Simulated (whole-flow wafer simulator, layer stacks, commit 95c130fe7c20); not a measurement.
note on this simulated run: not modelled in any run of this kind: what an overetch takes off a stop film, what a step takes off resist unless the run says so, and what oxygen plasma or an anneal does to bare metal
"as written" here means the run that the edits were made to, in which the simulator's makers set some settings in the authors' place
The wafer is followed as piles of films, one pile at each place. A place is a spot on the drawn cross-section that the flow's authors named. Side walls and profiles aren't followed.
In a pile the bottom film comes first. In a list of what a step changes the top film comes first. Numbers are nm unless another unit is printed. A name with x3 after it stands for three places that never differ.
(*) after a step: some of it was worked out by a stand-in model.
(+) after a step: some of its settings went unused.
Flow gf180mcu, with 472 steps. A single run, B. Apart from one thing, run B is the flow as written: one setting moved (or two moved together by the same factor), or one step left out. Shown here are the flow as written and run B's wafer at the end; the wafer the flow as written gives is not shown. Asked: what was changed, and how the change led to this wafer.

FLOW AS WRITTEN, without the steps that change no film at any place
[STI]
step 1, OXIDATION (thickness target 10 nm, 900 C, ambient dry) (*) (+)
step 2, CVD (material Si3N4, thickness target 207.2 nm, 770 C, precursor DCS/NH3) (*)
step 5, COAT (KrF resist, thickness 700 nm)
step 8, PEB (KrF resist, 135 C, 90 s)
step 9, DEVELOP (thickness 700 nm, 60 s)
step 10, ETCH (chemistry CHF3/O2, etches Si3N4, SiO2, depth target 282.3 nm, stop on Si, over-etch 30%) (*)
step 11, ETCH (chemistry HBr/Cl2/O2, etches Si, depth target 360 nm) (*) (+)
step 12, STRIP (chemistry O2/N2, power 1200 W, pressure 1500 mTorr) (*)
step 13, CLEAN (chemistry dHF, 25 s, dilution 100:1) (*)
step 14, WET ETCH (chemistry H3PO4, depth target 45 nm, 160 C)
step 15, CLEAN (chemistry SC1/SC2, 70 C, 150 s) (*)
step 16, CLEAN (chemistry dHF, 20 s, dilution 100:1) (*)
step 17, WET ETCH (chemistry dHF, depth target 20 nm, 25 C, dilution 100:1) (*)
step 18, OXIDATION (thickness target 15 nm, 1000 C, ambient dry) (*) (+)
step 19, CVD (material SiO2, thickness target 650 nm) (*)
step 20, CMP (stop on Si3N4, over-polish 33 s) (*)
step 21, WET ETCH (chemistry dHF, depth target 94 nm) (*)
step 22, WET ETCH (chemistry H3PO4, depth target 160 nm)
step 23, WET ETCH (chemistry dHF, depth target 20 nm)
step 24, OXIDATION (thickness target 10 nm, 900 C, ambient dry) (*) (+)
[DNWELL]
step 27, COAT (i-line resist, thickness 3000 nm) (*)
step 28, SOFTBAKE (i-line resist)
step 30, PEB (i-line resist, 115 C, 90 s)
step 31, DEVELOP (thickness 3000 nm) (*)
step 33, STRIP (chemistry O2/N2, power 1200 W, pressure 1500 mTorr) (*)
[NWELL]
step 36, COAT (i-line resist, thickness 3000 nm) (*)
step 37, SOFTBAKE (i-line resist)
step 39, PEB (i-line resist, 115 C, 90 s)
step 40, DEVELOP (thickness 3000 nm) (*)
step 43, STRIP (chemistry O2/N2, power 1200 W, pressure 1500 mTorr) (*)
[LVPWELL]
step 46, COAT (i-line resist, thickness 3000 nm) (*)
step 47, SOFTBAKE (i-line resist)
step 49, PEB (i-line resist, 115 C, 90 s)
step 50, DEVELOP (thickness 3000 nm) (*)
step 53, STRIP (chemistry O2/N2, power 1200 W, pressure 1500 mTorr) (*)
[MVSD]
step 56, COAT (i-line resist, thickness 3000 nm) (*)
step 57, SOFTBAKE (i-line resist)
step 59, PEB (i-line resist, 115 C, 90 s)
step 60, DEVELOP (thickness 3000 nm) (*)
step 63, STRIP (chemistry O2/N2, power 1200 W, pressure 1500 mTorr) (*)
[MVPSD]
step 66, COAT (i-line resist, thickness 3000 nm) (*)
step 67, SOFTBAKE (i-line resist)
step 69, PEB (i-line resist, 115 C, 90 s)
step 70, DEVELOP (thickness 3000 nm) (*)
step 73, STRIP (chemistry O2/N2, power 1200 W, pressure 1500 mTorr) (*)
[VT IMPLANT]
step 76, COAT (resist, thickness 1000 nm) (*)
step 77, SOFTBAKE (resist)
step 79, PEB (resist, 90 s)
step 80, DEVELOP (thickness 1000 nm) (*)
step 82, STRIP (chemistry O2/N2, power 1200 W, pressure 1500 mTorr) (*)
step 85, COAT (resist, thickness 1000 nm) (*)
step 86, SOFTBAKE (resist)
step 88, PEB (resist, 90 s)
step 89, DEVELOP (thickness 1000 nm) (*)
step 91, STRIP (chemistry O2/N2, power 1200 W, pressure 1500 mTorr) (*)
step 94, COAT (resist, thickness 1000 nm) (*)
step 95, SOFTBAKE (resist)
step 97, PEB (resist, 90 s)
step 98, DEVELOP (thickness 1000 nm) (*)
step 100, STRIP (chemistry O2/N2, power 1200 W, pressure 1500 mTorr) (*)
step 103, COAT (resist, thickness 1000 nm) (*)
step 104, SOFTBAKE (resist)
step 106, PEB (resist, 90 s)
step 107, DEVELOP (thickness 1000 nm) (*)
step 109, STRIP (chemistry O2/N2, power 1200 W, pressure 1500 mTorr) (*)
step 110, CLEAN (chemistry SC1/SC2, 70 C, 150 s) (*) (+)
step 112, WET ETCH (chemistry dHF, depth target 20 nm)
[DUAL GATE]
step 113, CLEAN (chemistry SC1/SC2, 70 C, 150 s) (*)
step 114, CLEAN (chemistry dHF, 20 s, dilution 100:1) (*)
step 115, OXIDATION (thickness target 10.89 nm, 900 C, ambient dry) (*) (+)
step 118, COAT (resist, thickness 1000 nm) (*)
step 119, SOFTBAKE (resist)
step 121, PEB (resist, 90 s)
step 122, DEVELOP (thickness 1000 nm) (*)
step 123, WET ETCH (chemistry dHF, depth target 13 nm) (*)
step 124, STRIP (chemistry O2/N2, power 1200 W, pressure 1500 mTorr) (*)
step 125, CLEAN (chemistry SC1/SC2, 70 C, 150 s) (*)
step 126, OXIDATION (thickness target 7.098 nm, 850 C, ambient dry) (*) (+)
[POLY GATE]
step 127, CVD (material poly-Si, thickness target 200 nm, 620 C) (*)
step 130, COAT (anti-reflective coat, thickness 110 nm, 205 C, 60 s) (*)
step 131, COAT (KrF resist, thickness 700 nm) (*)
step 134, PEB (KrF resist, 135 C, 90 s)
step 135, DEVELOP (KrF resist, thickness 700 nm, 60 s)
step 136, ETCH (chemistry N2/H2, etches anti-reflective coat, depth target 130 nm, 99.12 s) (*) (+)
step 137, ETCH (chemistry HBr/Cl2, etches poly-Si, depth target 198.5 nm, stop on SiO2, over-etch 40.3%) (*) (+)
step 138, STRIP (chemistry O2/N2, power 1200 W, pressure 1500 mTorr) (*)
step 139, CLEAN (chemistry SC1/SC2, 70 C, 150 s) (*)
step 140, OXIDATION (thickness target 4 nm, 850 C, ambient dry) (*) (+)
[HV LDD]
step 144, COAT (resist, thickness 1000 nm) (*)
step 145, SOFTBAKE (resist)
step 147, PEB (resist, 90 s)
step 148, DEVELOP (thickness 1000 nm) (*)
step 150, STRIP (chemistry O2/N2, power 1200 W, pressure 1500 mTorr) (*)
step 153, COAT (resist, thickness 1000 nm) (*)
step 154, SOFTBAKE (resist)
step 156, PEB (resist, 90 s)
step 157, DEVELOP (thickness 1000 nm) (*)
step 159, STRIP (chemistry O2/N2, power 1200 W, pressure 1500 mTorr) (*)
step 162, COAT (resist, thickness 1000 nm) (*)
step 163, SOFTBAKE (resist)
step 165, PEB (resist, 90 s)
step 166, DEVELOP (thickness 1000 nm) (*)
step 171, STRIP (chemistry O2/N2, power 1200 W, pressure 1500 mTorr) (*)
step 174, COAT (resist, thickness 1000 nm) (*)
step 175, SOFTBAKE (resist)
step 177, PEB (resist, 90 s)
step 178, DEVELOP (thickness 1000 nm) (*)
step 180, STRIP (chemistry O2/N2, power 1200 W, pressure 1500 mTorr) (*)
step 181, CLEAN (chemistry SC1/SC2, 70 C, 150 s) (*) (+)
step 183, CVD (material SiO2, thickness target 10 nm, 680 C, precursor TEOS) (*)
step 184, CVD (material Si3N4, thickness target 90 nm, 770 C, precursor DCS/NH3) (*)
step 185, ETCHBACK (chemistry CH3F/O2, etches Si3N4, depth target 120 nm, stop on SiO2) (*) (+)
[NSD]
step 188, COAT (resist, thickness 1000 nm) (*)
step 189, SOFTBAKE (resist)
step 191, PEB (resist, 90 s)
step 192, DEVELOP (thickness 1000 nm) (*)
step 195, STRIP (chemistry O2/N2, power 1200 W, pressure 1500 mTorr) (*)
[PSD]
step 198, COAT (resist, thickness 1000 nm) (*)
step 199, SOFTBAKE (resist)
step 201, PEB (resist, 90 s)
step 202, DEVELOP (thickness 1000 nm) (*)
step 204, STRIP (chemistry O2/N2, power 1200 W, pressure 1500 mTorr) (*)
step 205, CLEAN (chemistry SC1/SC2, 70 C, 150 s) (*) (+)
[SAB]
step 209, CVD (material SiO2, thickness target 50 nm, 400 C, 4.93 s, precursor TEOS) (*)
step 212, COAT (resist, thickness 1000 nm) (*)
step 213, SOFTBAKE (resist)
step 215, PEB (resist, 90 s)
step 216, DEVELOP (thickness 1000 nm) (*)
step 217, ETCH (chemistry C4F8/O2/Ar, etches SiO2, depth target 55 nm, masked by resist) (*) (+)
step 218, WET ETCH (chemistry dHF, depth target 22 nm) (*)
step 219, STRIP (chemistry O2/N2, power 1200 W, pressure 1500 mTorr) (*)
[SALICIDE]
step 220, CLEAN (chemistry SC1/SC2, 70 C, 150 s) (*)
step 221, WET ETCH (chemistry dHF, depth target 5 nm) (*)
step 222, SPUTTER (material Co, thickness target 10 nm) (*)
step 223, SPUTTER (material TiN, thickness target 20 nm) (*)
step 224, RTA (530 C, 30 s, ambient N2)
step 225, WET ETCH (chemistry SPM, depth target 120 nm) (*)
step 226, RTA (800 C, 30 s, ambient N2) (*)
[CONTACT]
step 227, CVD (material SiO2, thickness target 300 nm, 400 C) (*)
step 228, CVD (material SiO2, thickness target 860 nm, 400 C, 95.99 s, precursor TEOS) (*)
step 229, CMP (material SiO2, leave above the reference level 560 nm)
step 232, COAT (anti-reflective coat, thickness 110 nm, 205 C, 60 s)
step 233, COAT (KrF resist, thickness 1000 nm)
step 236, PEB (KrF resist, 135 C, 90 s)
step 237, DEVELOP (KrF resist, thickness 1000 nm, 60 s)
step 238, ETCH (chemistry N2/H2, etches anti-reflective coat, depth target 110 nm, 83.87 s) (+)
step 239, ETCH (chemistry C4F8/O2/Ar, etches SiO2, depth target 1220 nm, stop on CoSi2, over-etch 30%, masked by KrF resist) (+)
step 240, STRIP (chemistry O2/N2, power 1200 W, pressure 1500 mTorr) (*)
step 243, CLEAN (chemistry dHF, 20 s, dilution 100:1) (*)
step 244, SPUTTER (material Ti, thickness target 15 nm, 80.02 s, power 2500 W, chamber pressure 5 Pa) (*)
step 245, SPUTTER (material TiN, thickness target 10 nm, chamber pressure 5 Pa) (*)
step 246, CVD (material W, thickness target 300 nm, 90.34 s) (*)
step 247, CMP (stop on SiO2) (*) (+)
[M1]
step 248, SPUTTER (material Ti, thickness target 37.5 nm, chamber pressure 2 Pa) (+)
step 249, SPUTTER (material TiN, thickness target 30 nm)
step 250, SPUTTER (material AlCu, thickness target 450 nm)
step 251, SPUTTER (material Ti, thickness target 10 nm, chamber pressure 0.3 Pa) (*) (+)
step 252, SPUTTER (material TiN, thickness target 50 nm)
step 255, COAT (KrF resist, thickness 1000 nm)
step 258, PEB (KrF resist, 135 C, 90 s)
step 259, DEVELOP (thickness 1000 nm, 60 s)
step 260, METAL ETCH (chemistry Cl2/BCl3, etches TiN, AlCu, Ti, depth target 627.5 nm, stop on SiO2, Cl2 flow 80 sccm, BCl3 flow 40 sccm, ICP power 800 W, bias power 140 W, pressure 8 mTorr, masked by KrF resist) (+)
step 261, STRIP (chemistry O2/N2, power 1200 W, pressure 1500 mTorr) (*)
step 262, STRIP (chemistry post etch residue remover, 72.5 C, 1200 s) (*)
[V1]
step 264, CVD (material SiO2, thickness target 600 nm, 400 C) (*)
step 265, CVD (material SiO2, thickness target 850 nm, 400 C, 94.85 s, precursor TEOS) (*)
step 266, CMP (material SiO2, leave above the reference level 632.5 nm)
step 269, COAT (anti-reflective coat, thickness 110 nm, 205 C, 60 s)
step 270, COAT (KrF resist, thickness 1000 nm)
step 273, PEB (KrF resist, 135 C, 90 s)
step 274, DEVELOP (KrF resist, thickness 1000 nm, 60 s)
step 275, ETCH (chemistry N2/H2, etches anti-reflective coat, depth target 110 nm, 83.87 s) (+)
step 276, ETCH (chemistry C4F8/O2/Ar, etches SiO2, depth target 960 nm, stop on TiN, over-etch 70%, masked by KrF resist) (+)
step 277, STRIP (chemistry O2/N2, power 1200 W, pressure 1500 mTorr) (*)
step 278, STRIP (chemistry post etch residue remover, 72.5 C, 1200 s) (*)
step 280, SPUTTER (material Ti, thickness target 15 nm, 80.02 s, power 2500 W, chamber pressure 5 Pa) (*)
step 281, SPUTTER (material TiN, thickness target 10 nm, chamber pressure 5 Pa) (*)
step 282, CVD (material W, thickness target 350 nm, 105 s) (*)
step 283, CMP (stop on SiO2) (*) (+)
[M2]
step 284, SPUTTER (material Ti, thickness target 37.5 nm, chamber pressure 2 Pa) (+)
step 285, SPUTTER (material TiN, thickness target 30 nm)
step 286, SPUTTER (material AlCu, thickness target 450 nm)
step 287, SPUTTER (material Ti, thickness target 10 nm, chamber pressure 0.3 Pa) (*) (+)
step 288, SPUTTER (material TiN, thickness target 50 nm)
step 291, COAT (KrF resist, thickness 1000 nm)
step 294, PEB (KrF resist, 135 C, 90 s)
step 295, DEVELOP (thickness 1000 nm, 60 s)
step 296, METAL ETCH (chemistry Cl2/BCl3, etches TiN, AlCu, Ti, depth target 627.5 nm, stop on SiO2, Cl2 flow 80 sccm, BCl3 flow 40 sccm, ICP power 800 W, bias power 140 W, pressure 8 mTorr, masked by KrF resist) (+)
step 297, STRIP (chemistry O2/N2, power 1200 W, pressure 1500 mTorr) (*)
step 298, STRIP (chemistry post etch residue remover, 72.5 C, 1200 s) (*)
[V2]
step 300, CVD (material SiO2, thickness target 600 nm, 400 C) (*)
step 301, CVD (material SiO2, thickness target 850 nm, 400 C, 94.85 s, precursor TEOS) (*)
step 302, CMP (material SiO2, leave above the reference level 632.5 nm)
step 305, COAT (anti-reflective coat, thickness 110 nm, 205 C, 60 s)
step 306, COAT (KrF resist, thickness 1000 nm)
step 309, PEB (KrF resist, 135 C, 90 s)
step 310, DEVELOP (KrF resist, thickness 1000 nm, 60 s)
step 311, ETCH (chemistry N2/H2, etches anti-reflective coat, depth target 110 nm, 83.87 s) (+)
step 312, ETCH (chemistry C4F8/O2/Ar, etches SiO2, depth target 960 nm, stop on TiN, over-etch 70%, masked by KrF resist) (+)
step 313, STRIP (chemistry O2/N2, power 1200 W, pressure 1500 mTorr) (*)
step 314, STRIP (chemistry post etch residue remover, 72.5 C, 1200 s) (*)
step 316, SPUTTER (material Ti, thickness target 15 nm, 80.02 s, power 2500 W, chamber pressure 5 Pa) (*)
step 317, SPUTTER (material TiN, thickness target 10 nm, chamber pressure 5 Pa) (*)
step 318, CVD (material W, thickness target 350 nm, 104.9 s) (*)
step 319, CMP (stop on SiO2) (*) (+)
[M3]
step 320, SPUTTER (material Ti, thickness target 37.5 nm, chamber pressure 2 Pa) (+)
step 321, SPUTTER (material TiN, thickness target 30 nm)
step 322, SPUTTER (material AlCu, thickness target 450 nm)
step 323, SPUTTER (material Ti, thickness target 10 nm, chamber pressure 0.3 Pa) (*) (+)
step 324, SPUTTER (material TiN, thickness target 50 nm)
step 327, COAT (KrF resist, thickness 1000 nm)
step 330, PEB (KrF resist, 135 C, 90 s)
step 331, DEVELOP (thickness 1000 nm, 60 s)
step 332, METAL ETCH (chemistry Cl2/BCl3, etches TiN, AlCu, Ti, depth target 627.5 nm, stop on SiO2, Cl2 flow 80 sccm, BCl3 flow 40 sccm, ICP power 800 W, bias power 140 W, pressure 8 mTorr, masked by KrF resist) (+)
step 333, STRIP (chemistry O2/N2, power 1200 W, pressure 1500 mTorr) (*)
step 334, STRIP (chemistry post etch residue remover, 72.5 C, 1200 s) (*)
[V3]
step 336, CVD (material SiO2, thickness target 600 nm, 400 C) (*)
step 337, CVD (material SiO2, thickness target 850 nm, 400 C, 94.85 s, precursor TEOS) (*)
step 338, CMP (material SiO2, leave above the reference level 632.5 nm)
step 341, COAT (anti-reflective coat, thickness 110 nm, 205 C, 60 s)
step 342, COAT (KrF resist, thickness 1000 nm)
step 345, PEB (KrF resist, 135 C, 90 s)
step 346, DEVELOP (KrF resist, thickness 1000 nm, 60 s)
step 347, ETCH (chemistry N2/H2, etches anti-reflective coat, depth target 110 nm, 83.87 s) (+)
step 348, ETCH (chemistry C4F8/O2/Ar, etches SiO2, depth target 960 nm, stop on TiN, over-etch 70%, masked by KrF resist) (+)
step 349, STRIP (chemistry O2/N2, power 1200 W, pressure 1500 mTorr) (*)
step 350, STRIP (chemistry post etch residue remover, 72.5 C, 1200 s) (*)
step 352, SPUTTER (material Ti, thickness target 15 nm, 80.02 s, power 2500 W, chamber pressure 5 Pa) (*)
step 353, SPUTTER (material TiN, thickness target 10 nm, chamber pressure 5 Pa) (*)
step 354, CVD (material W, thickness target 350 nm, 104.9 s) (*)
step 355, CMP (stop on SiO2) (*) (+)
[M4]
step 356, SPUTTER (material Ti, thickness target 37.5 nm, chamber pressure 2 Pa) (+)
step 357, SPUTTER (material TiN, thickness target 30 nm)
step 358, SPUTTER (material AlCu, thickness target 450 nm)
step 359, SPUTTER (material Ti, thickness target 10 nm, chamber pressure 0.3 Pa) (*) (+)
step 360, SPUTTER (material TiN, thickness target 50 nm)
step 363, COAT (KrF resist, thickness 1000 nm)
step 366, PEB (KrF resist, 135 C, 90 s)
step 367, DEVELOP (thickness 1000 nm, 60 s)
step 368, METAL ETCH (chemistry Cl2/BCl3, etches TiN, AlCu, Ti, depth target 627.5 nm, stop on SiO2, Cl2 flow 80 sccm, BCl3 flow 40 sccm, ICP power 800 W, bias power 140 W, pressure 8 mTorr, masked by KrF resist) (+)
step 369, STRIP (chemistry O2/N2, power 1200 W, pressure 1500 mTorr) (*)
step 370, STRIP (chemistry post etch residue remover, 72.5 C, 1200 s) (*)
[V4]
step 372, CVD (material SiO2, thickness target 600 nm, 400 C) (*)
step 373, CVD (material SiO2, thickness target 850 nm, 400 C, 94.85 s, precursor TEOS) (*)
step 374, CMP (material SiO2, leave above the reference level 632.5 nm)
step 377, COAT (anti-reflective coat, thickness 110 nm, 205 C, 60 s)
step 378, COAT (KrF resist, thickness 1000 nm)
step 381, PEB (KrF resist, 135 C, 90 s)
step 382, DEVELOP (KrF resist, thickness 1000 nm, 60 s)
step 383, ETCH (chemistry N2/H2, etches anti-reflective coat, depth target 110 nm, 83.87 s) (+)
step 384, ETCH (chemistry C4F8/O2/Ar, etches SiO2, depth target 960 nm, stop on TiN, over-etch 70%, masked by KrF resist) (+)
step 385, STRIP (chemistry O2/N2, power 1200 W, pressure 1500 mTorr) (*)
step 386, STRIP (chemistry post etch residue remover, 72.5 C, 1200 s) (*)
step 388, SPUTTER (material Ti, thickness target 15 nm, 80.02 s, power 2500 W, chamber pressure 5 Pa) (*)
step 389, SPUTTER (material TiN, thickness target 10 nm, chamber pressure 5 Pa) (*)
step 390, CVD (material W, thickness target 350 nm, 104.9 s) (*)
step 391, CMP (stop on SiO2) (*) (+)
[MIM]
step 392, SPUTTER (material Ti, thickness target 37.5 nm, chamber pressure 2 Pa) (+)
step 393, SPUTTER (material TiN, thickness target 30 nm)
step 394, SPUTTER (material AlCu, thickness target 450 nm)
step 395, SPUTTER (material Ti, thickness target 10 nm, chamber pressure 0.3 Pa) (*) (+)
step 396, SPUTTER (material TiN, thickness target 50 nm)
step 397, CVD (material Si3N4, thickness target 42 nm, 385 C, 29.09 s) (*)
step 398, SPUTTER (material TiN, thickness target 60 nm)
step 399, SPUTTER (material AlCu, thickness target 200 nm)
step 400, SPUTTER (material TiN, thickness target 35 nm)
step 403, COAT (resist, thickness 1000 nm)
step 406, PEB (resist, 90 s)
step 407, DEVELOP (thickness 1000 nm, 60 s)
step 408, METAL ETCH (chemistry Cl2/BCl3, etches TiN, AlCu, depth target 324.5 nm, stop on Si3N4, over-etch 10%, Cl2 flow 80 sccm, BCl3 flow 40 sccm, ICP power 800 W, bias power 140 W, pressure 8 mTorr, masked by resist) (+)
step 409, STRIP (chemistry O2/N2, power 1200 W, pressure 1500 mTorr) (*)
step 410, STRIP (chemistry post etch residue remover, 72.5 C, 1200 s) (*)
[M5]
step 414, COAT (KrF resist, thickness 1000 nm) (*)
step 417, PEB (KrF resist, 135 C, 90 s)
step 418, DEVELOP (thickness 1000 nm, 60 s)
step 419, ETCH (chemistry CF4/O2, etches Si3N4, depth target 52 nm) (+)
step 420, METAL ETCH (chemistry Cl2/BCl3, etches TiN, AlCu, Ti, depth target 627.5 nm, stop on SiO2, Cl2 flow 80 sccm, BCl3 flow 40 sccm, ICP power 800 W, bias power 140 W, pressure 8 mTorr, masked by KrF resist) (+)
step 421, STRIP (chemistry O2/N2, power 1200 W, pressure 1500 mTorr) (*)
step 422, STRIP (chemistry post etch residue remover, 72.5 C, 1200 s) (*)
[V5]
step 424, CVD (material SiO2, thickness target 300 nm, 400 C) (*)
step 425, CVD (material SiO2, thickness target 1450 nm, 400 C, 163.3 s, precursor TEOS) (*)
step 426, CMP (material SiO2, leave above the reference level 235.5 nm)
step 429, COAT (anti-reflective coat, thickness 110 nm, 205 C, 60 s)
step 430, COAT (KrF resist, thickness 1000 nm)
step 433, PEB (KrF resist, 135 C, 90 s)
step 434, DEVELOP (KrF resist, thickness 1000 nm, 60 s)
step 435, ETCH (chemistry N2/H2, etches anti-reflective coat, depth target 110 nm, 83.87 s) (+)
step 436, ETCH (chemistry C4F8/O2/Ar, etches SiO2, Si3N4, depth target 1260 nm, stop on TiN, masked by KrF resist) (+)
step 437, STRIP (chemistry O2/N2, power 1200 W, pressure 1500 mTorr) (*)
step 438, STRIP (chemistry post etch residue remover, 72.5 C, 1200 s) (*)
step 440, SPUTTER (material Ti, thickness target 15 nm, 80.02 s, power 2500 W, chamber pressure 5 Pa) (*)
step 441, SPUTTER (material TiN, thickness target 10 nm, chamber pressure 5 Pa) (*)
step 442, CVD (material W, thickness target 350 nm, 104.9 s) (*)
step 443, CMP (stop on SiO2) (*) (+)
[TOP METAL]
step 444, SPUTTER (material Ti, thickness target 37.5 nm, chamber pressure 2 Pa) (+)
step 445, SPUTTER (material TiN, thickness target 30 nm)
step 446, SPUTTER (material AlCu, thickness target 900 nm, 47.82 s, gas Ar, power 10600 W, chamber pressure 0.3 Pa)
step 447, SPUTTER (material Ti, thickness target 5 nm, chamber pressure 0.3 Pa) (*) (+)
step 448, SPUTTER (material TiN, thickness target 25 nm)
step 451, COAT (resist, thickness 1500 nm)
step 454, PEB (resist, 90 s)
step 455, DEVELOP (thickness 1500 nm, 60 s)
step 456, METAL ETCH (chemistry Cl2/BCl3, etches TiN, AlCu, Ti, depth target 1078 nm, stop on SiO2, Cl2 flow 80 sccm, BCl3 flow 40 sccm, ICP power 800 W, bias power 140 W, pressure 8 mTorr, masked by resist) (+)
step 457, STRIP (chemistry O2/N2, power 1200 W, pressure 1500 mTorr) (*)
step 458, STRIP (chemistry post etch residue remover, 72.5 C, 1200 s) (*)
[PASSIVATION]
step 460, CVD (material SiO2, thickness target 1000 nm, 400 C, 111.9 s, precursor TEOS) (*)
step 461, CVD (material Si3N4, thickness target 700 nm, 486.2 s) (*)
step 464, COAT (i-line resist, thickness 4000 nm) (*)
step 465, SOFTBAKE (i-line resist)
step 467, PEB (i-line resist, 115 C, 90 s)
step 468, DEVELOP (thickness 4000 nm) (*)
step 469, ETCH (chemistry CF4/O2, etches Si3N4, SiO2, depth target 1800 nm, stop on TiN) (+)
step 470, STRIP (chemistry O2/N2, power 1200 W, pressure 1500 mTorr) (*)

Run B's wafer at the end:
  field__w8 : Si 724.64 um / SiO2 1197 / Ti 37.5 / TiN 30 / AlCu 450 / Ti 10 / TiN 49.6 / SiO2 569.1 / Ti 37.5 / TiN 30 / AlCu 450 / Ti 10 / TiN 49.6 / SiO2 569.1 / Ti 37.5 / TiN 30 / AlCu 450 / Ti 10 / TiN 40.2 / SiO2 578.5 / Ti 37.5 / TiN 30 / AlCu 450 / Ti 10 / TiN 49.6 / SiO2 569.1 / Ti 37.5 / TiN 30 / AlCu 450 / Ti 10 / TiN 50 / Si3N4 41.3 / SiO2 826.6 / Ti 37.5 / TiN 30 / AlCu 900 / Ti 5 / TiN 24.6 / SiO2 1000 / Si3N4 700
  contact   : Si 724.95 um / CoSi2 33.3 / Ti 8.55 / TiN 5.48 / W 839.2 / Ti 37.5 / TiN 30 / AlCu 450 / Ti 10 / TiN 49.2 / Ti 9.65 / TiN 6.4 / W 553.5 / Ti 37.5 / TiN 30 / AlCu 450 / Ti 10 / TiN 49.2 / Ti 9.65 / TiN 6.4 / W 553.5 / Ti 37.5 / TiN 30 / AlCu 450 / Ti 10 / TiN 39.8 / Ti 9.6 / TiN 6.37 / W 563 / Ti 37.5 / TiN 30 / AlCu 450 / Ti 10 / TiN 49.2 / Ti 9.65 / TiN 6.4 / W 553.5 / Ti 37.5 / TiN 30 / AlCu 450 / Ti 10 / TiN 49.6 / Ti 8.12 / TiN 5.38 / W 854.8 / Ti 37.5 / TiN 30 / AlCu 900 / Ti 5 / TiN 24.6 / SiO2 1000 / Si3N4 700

The reason: step 324, SPUTTER: thickness target 40.62 nm was run, whereas the flow has thickness target 50 nm.

How this came from the change, step by step:
  step 324, SPUTTER (material TiN, thickness target 50 nm)
      field, field__w1, field__w2 and 108 more: TiN gains 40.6 (new film) (as written it would have been: TiN gains 50 (new film))
  step 332, METAL ETCH (chemistry Cl2/BCl3, etches TiN, AlCu, Ti, depth target 627.5 nm, stop on SiO2, Cl2 flow 80 sccm, BCl3 flow 40 sccm, ICP power 800 W, bias power 140 W, pressure 8 mTorr, masked by KrF resist) (+)
      field, field__w1, field__w2 and 103 more: TiN loses 40.6 (all of it), Ti loses 10 (all of it), AlCu loses 450 (all of it), TiN loses 30 (all of it), Ti loses 37.5 (all of it) (as written it would have been: TiN loses 50 (all of it), Ti loses 10 (all of it), AlCu loses 450 (all of it), TiN loses 30 (all of it), Ti loses 37.5 (all of it))
